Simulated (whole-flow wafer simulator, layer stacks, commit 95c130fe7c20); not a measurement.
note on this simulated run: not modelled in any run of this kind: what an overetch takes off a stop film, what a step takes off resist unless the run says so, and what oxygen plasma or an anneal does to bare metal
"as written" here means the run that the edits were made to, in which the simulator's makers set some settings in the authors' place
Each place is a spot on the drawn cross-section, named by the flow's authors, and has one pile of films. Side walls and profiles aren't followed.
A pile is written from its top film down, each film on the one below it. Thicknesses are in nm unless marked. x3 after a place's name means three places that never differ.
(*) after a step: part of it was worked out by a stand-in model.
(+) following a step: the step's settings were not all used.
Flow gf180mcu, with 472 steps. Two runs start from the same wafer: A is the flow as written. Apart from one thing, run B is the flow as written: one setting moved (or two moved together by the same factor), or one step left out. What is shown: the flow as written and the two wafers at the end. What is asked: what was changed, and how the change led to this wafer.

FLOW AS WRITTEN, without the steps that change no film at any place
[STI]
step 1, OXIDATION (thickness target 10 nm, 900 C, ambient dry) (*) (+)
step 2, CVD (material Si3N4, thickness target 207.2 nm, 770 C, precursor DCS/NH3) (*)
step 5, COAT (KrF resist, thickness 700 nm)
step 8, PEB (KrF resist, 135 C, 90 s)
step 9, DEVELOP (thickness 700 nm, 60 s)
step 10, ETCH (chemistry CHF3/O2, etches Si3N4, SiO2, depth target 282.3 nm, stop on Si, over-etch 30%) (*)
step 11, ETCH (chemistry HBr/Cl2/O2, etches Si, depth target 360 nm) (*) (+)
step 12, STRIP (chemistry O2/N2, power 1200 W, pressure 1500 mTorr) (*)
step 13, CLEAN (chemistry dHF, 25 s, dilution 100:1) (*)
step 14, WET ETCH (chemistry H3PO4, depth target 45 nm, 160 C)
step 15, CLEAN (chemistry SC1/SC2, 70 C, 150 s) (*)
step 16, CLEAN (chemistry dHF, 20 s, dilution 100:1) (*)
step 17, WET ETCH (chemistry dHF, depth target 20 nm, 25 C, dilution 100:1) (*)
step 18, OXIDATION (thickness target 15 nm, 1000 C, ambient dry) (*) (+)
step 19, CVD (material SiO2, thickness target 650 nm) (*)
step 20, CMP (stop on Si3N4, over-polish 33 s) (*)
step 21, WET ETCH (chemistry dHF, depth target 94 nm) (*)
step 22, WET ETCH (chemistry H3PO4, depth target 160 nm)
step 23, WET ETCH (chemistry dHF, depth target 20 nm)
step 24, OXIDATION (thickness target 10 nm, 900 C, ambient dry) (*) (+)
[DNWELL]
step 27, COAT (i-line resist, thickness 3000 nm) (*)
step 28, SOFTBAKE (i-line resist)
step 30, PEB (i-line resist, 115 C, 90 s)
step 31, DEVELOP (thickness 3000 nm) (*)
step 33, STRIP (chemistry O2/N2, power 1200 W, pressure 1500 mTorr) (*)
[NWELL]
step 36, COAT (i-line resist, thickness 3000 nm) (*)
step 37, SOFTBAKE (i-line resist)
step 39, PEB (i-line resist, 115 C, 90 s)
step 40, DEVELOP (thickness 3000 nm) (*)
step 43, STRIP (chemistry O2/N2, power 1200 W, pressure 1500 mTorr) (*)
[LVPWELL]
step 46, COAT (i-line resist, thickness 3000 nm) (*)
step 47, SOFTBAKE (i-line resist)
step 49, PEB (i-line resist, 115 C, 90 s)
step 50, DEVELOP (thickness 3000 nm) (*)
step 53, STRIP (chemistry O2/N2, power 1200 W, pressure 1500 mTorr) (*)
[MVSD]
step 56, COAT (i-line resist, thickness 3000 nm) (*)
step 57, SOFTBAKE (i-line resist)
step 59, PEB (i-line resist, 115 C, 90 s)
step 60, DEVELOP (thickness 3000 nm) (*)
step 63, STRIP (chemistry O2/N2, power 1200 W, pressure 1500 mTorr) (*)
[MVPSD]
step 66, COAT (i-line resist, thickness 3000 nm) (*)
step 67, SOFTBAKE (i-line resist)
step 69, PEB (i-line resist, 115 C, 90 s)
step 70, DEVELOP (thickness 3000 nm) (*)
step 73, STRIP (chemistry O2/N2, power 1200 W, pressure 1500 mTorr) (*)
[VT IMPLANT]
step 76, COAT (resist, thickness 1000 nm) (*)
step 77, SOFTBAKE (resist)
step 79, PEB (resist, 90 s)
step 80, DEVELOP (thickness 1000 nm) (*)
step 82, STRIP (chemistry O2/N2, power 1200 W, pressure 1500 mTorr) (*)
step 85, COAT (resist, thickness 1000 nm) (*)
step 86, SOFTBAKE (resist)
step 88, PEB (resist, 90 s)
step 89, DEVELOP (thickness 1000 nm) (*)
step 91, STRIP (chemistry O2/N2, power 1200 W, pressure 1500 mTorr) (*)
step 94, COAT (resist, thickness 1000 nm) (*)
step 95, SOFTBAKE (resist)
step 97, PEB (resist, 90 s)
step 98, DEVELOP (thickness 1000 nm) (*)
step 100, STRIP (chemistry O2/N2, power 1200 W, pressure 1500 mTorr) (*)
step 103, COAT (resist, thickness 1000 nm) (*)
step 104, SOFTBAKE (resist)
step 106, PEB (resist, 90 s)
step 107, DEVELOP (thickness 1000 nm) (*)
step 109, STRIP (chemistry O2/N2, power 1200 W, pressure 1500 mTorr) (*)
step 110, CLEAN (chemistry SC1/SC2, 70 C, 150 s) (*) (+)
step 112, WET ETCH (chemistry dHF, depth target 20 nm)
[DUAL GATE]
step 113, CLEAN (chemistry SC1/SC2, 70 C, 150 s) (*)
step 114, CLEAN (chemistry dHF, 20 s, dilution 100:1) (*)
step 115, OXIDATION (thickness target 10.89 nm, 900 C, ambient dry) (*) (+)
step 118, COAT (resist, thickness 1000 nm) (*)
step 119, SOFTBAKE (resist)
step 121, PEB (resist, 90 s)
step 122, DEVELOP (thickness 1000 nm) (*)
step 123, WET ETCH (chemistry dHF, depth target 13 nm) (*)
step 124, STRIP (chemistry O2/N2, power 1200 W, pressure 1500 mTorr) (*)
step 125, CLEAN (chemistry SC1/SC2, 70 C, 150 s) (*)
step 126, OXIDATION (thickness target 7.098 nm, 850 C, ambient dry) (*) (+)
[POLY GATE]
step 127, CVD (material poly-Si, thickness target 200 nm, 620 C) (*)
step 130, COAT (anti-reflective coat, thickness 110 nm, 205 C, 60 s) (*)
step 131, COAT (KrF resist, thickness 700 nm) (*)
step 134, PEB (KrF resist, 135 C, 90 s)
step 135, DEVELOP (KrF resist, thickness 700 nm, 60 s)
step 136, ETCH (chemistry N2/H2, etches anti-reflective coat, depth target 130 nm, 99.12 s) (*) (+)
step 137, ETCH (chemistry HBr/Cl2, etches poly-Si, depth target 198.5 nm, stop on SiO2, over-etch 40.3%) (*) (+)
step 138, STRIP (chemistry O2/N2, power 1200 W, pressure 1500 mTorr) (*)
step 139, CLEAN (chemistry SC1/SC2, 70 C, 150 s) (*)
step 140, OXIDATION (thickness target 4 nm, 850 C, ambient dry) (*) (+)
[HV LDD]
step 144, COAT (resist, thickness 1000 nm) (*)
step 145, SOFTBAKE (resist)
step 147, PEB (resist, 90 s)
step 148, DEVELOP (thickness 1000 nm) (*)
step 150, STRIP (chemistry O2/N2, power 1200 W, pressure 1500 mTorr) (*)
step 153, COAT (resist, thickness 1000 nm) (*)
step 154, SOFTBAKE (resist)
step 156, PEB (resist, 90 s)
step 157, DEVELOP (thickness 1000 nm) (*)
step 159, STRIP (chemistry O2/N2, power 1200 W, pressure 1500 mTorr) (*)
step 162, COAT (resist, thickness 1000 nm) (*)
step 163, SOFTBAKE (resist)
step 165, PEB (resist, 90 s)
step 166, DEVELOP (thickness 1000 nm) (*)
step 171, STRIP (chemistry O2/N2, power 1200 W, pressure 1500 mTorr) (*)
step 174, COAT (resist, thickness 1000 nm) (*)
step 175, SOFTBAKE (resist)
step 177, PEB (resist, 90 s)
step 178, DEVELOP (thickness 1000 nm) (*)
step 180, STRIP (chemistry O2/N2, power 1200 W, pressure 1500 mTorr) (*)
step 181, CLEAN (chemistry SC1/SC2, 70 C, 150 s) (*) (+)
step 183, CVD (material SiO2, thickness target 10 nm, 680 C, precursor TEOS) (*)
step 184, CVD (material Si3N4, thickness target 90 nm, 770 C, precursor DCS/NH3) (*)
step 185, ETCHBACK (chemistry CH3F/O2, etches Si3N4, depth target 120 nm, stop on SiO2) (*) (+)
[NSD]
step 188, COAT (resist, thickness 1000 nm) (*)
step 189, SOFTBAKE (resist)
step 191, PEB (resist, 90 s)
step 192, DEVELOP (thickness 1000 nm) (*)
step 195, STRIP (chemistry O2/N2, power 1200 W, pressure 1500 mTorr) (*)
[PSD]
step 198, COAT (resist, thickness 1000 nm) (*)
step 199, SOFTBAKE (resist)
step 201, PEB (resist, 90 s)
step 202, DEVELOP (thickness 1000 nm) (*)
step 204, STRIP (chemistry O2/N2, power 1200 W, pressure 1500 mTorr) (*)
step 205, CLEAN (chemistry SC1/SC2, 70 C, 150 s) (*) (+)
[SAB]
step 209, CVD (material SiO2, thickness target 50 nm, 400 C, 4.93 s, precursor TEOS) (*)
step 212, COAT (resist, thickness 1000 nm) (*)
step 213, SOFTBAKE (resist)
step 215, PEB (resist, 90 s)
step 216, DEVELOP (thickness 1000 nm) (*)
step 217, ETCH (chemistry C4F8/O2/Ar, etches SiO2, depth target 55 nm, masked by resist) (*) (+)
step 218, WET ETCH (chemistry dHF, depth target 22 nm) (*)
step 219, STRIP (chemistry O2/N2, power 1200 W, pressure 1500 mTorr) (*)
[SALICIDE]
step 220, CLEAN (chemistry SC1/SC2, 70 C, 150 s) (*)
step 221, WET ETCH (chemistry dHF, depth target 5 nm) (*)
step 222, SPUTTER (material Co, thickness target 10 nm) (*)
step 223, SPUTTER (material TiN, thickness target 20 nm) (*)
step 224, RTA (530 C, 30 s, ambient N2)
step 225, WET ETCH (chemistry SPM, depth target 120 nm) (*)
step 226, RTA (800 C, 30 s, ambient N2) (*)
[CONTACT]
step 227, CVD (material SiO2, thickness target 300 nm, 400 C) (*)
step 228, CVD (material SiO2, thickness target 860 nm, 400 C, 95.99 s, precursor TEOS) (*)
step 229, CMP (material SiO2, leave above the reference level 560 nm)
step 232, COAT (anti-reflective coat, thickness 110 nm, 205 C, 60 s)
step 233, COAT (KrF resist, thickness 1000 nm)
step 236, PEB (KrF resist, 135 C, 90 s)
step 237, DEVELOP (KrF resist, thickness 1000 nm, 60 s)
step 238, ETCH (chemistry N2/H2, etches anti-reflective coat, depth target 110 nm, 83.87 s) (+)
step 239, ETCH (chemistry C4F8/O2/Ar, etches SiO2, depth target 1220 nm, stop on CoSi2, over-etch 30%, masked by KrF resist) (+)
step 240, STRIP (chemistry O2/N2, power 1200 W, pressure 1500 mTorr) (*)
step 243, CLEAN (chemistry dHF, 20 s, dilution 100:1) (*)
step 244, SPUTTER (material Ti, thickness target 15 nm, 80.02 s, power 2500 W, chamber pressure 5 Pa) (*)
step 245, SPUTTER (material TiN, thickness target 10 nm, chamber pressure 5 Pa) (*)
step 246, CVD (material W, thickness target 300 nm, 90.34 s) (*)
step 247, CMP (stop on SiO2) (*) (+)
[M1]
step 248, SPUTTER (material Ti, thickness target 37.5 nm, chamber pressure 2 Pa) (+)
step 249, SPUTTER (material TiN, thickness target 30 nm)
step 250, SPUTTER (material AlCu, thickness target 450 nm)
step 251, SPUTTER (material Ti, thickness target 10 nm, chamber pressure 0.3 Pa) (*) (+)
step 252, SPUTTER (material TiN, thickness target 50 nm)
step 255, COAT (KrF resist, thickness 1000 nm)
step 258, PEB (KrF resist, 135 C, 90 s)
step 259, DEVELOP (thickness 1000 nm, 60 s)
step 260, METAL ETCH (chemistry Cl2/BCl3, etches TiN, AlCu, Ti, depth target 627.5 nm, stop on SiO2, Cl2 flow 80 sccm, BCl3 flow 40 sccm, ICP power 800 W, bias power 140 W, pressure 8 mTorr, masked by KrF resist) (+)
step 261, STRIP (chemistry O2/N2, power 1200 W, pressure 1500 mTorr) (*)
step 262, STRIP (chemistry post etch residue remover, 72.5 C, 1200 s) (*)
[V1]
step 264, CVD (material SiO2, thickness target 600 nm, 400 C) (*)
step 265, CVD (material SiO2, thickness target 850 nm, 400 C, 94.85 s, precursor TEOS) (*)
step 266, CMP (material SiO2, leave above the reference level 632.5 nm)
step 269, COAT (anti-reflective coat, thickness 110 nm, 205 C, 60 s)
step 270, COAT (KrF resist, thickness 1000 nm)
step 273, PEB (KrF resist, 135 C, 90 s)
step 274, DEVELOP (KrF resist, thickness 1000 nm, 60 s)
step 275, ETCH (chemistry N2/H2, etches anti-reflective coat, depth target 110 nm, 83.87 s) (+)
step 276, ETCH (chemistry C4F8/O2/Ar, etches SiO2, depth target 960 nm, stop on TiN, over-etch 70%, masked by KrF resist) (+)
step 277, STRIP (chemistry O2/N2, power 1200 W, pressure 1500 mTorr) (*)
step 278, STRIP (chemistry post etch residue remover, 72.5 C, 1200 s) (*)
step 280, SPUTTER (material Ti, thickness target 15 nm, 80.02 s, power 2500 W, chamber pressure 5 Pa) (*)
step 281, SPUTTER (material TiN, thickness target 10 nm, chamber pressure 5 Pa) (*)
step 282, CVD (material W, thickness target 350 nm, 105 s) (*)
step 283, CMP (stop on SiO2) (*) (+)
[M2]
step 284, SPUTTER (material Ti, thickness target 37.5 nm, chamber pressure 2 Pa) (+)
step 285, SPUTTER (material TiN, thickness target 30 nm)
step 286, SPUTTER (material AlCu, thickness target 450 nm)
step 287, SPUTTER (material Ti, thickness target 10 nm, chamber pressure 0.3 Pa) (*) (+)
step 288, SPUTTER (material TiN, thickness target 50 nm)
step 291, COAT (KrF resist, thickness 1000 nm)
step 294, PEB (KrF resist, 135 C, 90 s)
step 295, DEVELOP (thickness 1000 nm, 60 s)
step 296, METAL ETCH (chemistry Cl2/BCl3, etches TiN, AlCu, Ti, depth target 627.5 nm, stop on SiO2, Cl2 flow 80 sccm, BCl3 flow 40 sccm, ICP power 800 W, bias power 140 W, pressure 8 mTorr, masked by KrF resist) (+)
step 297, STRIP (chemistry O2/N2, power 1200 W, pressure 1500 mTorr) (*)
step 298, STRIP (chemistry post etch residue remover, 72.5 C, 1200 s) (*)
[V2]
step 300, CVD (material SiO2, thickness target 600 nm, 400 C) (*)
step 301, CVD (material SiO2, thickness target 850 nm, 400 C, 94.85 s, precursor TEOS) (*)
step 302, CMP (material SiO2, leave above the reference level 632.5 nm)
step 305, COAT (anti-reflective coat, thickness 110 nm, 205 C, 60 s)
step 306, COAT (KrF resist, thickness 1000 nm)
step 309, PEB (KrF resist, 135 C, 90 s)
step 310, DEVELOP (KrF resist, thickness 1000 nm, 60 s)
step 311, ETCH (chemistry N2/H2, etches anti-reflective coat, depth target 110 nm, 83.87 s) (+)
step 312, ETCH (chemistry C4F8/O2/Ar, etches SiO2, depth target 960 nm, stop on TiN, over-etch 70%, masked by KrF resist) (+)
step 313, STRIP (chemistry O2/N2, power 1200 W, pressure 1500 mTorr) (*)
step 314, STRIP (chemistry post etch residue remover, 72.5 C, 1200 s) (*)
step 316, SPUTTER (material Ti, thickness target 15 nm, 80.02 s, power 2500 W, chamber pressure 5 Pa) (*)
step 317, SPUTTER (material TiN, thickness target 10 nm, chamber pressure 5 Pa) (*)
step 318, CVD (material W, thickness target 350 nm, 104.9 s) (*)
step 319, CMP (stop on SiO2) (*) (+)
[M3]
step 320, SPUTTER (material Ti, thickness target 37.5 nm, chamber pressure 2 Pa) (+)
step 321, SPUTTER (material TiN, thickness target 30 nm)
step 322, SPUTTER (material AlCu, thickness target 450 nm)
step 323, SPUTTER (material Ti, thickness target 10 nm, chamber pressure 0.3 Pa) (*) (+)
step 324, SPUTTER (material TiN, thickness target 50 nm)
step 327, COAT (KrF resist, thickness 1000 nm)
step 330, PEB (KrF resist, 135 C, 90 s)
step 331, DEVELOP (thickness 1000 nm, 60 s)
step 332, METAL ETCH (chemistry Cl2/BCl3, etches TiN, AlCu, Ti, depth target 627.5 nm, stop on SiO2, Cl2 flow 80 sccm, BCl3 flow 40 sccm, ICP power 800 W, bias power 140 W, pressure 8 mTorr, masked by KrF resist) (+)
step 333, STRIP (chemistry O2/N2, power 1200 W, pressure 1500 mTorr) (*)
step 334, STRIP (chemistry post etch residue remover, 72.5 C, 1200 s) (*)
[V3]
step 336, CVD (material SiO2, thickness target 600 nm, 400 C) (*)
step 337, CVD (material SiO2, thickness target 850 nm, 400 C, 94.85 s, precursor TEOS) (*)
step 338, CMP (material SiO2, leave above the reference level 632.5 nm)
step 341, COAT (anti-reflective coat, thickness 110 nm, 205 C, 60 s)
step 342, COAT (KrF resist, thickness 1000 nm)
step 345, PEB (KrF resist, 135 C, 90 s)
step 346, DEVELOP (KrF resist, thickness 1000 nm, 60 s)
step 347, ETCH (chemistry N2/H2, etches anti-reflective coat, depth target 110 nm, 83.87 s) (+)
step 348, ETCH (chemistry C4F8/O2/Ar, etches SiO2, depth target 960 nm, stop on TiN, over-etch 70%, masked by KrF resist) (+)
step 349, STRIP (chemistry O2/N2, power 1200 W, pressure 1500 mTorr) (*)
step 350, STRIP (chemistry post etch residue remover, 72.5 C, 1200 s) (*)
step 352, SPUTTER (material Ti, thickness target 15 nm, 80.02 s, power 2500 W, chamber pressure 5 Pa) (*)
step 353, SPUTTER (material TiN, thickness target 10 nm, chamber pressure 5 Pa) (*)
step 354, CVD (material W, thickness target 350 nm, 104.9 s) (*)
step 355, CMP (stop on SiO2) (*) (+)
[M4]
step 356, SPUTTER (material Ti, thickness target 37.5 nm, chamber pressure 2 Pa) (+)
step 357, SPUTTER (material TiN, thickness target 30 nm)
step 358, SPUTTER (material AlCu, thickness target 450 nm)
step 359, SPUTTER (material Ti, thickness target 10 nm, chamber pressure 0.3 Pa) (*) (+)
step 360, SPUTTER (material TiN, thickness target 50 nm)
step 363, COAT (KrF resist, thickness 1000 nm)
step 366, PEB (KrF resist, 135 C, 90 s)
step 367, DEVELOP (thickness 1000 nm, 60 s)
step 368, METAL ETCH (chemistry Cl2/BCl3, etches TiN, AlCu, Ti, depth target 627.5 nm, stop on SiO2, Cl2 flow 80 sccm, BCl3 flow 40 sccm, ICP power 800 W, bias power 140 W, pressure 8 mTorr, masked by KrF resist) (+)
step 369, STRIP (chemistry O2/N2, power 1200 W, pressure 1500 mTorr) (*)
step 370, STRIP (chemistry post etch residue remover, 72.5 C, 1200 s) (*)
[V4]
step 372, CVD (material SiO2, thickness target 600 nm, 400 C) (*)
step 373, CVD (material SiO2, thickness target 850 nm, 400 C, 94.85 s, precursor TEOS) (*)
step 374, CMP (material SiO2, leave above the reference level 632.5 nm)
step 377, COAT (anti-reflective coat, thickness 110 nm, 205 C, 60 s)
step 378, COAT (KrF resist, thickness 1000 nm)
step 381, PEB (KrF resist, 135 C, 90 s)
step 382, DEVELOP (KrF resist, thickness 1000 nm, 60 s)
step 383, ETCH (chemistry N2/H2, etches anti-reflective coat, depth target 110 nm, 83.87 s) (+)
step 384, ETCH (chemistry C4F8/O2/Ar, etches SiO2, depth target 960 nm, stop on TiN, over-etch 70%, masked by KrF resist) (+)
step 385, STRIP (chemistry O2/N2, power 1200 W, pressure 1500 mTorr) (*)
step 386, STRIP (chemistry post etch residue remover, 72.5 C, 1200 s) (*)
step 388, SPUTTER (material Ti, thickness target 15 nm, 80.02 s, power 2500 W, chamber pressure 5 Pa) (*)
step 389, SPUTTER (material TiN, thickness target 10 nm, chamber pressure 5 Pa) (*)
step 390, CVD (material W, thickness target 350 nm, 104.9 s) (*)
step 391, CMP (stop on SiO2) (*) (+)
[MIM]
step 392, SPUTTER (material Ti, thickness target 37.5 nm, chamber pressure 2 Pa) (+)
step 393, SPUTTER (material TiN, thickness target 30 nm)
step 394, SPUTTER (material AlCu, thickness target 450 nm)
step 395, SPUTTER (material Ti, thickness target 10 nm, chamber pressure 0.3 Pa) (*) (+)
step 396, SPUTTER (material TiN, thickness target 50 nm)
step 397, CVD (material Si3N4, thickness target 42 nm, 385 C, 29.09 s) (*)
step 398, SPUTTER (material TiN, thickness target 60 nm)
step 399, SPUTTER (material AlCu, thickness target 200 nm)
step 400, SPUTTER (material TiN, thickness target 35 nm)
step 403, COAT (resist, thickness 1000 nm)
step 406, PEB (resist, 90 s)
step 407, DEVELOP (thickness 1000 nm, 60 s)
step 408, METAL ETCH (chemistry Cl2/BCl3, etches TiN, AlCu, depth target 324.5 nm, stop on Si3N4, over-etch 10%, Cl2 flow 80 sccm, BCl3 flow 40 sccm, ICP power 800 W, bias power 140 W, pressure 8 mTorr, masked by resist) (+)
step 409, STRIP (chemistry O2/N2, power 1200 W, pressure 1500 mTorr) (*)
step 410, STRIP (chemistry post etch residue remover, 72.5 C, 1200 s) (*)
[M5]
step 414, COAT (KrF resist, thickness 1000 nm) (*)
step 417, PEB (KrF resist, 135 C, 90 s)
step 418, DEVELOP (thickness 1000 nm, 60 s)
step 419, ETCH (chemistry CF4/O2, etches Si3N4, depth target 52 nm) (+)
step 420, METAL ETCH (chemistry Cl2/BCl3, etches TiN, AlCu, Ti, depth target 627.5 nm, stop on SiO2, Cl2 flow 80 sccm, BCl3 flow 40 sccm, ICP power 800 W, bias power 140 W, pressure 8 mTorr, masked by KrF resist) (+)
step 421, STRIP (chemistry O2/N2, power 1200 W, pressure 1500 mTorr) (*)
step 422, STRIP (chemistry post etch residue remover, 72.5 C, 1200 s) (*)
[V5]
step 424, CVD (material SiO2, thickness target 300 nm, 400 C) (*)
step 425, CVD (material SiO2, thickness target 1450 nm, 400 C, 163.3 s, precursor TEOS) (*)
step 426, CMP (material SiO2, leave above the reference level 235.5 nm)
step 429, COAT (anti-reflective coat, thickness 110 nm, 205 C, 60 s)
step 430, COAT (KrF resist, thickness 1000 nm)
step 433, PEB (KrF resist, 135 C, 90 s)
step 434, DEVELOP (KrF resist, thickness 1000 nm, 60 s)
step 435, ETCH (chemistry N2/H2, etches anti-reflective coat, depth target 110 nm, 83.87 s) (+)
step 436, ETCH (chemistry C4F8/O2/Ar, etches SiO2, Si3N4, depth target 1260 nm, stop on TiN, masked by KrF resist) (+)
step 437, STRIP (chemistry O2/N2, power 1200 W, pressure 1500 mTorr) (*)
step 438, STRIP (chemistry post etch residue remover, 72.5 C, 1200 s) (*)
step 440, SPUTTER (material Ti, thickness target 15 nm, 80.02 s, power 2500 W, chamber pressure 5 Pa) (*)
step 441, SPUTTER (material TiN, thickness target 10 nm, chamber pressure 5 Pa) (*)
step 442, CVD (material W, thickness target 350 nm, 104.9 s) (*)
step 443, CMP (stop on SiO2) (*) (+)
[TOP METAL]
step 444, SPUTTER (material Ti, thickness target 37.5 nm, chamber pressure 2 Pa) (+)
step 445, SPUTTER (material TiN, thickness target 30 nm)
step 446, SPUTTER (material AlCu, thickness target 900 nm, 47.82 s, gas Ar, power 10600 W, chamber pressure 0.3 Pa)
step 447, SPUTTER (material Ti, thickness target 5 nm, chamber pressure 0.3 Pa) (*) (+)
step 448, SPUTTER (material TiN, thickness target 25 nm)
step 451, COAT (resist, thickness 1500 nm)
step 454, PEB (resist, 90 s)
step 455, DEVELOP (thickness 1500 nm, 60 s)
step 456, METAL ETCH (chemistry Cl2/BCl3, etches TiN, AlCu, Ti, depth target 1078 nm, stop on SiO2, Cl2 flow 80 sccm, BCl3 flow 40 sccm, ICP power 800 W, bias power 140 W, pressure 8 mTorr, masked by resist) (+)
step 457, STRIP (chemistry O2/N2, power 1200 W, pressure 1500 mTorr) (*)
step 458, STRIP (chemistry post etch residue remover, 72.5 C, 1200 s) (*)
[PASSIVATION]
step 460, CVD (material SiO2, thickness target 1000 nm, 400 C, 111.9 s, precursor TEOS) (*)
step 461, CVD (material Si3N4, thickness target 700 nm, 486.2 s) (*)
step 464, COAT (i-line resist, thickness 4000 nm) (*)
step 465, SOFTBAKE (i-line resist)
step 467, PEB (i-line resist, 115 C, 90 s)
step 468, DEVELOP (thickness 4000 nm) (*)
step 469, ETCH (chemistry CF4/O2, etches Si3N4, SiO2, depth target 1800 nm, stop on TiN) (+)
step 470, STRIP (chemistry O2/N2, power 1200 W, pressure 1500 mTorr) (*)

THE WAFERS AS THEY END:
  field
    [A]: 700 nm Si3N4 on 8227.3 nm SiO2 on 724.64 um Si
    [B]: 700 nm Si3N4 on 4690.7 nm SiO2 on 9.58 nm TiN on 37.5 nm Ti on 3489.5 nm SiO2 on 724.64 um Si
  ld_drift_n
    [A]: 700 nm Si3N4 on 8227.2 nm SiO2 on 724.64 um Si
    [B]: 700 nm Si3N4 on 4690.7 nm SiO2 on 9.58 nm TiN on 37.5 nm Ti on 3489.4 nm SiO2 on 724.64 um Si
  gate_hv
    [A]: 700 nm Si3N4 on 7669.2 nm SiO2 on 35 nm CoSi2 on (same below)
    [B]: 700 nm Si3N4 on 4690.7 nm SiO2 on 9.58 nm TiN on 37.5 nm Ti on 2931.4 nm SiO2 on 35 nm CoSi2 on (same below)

The reason: step 332, METAL ETCH: depth target 530 nm was run, while the flow as written has depth target 627.5 nm.

How this came from the change, step by step:
  step 332, METAL ETCH (chemistry Cl2/BCl3, etches TiN, AlCu, Ti, depth target 627.5 nm, stop on SiO2, Cl2 flow 80 sccm, BCl3 flow 40 sccm, ICP power 800 W, bias power 140 W, pressure 8 mTorr, masked by KrF resist) (+)
      field, field__w1, field__w2 and 103 more: A TiN loses 50 (all of it), Ti loses 10 (all of it), AlCu loses 450 (all of it), TiN loses 30 (all of it), Ti loses 37.5 (all of it) | B TiN loses 50 (all of it), Ti loses 10 (all of it), AlCu loses 450 (all of it), TiN loses 20
      field__w8, contact, m1, m1__w1, m1_nw: A KrF resist loses 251 | B KrF resist loses 212
  step 333, STRIP (chemistry O2/N2, power 1200 W, pressure 1500 mTorr) (*)
      field__w8, contact, m1, m1__w1, m1_nw: A KrF resist loses 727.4 (all of it) | B KrF resist loses 766.4 (all of it)
  step 336, CVD (material SiO2, thickness target 600 nm, 400 C) (*)
      field, field__w1, field__w2 and 103 more: A SiO2 gains 600 | B SiO2 gains 600 (new film)
  step 338, CMP (material SiO2, leave above the reference level 632.5 nm)
      field, field__w1, field__w2 and 103 more: A SiO2 loses 300 | B SiO2 loses 347.1
If metal films that touch count as one body, field has 1 body; the flow as written gives 0 bodies.
If metal films that touch count as one body, ld_drift_n has 1 body; the flow as written gives 0 bodies.
If metal films that touch count as one body, gate_hv has 2 bodies (between them, from the top down: SiO2 2931.4); the flow as written gives 1 body.
